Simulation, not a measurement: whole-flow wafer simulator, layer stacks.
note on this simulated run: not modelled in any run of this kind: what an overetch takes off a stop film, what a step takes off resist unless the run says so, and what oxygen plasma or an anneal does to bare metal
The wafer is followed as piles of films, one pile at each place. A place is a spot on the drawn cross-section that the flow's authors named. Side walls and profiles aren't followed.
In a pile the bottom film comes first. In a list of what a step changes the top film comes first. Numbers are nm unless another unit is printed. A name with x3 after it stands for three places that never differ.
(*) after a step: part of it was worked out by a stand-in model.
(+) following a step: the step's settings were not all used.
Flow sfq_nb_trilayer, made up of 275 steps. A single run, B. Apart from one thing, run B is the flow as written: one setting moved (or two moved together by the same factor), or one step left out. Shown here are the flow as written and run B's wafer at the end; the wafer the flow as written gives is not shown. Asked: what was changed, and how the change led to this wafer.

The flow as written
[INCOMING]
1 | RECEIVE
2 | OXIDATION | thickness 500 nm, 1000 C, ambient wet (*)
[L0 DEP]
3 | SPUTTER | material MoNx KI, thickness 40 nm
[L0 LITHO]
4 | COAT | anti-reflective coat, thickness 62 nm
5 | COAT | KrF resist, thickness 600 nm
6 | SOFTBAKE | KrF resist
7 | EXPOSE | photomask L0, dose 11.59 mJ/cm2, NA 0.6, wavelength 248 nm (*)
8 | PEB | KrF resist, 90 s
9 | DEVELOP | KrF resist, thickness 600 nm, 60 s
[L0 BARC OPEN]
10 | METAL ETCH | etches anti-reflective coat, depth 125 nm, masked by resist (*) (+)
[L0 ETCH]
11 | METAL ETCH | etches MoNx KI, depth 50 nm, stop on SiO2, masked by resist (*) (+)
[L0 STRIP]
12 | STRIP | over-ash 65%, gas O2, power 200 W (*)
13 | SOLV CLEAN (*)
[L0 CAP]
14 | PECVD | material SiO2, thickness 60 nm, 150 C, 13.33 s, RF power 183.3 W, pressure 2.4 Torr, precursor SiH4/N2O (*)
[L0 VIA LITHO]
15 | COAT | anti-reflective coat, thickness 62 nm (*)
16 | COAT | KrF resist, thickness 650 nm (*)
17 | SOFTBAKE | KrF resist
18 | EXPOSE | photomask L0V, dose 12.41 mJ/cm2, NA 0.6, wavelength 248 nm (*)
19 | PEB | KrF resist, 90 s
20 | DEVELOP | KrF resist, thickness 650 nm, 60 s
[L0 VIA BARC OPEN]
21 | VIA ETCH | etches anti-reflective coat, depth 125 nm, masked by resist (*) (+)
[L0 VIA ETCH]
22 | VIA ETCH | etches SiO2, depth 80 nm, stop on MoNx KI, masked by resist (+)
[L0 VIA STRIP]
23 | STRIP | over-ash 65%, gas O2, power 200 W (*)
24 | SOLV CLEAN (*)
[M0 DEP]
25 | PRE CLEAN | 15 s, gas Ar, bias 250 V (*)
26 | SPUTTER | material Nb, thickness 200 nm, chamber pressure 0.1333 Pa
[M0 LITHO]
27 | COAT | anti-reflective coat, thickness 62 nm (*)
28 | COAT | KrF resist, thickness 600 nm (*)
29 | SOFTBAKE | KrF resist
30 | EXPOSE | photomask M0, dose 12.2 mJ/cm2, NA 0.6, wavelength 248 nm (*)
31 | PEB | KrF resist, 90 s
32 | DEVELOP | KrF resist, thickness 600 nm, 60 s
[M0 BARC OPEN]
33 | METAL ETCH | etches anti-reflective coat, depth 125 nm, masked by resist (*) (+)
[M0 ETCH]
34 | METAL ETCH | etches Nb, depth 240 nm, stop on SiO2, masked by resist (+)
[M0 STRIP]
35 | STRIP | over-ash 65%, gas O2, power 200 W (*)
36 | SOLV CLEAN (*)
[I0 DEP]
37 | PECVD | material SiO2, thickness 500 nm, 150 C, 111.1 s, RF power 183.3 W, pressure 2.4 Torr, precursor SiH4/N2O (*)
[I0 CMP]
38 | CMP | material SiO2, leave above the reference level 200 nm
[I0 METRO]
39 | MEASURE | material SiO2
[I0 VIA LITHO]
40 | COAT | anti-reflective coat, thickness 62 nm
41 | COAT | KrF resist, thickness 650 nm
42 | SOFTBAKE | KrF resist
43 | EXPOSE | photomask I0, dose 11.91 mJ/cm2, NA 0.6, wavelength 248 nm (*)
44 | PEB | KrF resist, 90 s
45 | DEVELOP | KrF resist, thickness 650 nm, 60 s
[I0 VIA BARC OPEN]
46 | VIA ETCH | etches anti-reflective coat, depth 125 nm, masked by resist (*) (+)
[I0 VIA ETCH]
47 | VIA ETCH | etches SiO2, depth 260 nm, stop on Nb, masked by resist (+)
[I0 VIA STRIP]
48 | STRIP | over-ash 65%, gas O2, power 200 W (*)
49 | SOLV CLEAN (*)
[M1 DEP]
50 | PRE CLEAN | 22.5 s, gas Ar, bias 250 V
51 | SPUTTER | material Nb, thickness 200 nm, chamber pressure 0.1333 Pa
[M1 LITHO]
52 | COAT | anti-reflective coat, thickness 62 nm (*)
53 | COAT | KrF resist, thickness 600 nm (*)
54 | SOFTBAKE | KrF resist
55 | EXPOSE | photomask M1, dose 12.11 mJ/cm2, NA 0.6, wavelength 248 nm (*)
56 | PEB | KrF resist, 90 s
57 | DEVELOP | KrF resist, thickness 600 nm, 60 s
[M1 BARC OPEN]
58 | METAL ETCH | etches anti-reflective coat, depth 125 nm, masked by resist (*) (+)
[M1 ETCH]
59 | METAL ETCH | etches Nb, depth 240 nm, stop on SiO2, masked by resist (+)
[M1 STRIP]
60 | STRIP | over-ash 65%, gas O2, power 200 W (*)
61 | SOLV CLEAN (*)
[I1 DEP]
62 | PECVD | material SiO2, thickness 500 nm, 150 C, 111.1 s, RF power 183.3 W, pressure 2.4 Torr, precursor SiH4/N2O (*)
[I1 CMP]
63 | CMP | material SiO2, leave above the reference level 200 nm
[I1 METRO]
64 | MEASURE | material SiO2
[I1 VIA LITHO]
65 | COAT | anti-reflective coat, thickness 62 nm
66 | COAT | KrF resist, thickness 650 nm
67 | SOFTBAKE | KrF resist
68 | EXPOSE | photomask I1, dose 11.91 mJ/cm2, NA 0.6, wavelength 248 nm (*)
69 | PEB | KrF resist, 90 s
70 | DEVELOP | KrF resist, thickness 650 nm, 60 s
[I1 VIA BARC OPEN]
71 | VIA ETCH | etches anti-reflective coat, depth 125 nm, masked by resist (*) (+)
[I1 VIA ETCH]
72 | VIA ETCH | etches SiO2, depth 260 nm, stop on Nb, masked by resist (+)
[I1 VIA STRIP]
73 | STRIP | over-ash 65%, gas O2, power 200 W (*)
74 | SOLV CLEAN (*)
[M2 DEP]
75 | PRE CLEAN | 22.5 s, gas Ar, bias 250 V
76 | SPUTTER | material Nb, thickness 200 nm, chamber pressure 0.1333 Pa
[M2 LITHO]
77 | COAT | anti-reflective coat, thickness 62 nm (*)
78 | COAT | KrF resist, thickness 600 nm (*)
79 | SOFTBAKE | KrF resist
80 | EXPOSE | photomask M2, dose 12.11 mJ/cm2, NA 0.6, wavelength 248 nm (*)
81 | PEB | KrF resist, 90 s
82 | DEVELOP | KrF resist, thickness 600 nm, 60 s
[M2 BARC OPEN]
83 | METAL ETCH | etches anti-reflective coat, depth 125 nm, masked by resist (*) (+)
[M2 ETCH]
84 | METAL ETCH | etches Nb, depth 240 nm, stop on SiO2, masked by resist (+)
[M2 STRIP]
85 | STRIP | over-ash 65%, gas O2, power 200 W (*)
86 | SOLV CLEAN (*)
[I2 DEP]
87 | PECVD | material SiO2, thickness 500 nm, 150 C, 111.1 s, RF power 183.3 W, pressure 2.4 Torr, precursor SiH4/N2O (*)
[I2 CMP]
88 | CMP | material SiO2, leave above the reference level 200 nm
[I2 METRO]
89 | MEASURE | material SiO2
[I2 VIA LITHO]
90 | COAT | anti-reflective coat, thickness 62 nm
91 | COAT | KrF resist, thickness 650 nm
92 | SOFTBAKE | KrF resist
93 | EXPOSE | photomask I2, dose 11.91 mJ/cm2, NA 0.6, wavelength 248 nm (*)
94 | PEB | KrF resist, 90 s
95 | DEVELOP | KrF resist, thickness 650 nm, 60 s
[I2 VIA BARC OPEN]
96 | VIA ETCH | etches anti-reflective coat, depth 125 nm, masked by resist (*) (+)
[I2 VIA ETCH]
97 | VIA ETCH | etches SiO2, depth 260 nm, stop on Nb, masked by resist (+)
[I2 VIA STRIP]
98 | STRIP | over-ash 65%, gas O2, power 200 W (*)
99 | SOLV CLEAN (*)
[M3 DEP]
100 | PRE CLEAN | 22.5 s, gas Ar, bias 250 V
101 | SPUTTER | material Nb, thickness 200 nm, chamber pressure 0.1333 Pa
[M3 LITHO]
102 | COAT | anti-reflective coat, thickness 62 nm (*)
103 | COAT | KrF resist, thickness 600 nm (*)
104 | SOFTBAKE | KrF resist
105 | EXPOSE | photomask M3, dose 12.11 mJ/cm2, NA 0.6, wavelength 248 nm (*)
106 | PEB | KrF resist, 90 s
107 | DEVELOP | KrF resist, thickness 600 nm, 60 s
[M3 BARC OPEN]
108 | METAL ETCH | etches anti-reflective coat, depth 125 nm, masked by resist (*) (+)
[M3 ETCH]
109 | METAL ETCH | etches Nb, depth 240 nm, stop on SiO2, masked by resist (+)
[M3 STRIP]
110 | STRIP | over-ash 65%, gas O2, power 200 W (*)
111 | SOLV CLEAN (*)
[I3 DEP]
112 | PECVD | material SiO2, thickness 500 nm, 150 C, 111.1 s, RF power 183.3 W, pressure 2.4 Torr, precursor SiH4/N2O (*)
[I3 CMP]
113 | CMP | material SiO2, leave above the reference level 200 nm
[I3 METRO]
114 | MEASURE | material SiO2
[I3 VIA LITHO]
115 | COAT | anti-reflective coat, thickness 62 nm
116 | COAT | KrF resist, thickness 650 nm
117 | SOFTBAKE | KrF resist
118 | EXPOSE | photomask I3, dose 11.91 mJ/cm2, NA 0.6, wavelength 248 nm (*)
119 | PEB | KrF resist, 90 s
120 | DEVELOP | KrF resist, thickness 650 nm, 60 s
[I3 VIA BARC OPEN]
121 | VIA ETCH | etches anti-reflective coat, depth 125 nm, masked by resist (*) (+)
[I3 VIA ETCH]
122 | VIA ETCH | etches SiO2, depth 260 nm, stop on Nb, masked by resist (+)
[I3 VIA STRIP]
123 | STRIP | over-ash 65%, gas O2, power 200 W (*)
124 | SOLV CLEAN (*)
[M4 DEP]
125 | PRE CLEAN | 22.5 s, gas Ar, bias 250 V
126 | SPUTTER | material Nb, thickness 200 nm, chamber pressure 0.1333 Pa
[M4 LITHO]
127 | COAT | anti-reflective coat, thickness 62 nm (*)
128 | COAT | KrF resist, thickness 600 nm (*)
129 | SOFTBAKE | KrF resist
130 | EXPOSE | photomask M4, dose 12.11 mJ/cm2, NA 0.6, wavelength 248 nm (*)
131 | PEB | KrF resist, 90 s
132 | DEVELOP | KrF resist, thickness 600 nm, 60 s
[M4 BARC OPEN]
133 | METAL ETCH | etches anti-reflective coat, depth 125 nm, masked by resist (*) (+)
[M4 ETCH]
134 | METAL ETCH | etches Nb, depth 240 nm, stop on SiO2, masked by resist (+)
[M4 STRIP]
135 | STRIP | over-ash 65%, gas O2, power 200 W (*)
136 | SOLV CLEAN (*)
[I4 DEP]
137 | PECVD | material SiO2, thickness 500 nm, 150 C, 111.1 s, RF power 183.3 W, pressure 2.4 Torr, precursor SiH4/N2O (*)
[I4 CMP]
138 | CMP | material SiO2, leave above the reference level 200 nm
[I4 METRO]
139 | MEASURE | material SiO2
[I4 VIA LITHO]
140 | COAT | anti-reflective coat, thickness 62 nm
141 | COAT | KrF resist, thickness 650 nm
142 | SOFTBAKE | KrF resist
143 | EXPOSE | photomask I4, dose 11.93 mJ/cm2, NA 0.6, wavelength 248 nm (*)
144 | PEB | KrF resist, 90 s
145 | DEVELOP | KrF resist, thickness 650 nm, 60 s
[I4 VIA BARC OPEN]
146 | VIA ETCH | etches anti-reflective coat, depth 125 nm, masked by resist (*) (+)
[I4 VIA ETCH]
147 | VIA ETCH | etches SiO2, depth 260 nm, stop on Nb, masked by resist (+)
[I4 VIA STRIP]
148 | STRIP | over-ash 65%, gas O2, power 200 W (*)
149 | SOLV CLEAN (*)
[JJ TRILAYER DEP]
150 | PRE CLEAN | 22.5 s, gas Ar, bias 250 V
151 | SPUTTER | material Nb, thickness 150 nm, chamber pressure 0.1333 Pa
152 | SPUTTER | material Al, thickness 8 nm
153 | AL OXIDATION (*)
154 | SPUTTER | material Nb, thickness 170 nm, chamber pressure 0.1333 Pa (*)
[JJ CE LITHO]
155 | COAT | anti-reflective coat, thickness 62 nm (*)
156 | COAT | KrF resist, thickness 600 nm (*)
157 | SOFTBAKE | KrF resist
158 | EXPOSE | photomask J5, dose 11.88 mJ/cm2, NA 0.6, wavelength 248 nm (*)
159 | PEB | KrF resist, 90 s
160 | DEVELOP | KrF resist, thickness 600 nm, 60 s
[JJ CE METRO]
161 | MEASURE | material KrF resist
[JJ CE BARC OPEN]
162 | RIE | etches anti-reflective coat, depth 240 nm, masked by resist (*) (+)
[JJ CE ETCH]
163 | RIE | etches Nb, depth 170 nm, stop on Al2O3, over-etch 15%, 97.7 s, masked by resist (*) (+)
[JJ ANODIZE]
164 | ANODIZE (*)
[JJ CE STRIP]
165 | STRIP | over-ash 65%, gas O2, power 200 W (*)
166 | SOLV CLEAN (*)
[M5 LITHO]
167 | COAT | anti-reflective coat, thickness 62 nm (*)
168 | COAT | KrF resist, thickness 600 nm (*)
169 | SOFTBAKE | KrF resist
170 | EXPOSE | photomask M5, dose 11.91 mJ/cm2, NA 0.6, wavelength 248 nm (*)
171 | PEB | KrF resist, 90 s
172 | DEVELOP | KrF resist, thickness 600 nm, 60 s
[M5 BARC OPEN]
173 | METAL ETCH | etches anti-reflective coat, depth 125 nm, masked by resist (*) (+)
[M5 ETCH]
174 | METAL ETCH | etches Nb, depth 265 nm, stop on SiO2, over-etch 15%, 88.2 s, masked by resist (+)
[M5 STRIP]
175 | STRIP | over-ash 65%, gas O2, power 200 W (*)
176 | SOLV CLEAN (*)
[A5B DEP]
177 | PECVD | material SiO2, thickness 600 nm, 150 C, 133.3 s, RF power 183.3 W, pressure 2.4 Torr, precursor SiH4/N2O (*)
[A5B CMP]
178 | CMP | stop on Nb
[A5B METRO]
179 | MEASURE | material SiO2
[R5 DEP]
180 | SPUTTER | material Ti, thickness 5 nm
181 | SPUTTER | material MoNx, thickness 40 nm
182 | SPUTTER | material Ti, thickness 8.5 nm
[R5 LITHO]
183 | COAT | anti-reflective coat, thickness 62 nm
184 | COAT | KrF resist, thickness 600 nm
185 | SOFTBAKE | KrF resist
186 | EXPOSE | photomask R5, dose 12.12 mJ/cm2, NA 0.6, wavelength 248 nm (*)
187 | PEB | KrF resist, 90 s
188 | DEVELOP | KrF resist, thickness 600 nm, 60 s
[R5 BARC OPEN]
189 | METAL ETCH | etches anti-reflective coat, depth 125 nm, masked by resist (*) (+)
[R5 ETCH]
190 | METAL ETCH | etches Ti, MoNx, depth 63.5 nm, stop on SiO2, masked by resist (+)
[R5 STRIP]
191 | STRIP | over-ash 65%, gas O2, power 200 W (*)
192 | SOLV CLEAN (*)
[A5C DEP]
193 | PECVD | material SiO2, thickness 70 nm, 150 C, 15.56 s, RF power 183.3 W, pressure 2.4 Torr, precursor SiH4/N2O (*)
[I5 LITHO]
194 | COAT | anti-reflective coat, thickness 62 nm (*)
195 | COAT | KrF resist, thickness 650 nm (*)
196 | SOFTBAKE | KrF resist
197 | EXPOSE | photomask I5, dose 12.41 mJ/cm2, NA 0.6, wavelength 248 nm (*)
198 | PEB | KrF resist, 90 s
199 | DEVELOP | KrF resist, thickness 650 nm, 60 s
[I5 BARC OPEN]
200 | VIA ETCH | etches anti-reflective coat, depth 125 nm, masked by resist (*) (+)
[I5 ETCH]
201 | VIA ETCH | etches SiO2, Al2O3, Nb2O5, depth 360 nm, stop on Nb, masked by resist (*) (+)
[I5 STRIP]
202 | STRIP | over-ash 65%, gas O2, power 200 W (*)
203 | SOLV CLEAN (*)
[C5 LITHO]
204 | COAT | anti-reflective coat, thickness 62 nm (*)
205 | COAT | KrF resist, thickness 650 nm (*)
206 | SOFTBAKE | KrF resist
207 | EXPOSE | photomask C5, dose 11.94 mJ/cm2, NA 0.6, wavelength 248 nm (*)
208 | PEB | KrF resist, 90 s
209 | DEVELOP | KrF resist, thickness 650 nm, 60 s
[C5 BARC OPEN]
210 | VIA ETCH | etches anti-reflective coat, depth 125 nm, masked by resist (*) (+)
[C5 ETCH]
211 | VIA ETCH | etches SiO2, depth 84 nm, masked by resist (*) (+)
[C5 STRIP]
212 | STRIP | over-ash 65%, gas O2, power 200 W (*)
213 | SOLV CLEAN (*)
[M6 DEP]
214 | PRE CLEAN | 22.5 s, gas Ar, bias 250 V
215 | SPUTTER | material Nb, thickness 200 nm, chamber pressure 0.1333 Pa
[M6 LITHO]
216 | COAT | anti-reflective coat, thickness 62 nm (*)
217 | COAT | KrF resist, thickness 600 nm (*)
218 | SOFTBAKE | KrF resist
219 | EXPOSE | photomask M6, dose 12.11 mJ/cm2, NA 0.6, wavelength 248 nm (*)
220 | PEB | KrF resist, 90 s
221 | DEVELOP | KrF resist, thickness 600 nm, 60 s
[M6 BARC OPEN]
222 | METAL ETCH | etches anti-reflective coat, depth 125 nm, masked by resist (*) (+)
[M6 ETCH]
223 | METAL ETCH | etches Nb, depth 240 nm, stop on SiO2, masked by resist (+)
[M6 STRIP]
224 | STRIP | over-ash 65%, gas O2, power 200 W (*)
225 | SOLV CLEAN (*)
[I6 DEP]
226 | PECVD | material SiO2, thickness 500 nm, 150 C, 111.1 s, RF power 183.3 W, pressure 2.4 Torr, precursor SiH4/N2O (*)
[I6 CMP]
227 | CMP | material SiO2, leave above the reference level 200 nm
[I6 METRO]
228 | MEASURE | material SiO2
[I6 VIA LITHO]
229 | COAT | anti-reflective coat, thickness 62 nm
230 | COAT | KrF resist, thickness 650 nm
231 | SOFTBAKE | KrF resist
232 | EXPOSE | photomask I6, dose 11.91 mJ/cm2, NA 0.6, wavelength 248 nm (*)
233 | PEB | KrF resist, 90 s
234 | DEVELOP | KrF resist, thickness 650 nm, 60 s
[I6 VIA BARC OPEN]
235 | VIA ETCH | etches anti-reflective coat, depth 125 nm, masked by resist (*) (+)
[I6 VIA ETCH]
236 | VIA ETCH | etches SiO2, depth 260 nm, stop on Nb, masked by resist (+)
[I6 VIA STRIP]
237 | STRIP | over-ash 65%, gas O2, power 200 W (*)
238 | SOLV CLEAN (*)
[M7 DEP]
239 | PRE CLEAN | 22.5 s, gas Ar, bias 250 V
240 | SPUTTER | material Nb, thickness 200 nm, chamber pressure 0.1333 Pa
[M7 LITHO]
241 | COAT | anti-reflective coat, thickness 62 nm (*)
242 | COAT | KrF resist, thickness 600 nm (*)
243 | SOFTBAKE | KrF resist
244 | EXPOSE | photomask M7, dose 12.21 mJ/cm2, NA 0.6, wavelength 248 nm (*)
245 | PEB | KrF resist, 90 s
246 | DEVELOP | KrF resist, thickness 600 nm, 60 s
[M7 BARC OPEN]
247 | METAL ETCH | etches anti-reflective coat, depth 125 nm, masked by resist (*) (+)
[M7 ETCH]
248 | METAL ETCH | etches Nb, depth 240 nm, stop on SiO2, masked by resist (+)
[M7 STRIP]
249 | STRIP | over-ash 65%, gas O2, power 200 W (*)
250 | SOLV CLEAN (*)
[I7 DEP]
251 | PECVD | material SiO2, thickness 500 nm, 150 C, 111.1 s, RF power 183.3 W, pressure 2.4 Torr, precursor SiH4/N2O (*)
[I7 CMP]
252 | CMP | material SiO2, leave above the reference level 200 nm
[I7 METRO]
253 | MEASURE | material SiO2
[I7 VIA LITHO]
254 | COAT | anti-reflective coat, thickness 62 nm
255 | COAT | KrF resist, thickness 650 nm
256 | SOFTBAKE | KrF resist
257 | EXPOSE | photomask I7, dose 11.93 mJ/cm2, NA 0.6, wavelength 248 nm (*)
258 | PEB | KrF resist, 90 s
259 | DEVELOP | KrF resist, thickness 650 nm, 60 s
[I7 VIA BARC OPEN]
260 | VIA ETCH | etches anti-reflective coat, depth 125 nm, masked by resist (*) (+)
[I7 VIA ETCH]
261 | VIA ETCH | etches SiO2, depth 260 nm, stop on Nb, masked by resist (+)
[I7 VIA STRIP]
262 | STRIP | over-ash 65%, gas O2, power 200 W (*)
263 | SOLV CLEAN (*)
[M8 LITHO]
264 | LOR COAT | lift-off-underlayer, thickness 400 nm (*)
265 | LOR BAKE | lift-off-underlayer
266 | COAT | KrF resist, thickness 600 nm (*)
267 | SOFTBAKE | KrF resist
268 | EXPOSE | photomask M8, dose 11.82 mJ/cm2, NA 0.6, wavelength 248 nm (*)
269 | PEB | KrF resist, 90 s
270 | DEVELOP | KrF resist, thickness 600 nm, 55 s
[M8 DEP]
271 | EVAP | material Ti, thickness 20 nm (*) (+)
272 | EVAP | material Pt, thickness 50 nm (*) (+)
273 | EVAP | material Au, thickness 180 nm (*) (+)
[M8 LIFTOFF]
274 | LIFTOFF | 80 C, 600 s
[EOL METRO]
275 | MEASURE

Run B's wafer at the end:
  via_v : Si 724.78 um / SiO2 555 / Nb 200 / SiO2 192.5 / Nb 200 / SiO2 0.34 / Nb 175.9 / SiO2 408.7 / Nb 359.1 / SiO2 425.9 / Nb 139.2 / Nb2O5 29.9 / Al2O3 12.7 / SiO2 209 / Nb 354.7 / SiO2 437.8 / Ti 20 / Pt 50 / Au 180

Cause: step 72, VIA ETCH: depth 192 nm was run, while the flow as written has depth 260 nm.

How this came from the change, step by step:
  72 | VIA ETCH | etches SiO2, depth 260 nm, stop on Nb, masked by resist (+)
      via_v: -192 SiO2 (it would be, as written: -199.8 SiO2 (all of it))
      field_l, v_sur, via_wl and 102 more: -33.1 KrF resist (it would be, as written: -44.8 KrF resist)
  73 | STRIP | over-ash 65%, gas O2, power 200 W (*)
      field_l, v_sur, via_wl and 102 more: -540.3 KrF resist (all of it), -62 anti-reflective coat (all of it) (it would be, as written: -528.6 KrF resist (all of it), -62 anti-reflective coat (all of it))
  75 | PRE CLEAN | 22.5 s, gas Ar, bias 250 V
      via_v: -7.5 SiO2 (it would be, as written: -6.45 Nb)
  76 | SPUTTER | material Nb, thickness 200 nm, chamber pressure 0.1333 Pa
      via_v: +175.9 Nb (new film) (it would be, as written: +174.5 Nb)
With metal films that touch counted as one body, via_v has 7 bodies (between them, from the top down: SiO2 437.8; SiO2 209 / Al2O3 12.7 / Nb2O5 29.9; SiO2 425.9; SiO2 408.7; SiO2 0.34; SiO2 192.5); the flow as written gives 6 bodies (between them, from the top down: SiO2 437.8; SiO2 209 / Al2O3 12.7 / Nb2O5 29.9; SiO2 425.9; SiO2 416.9; SiO2 192.5).
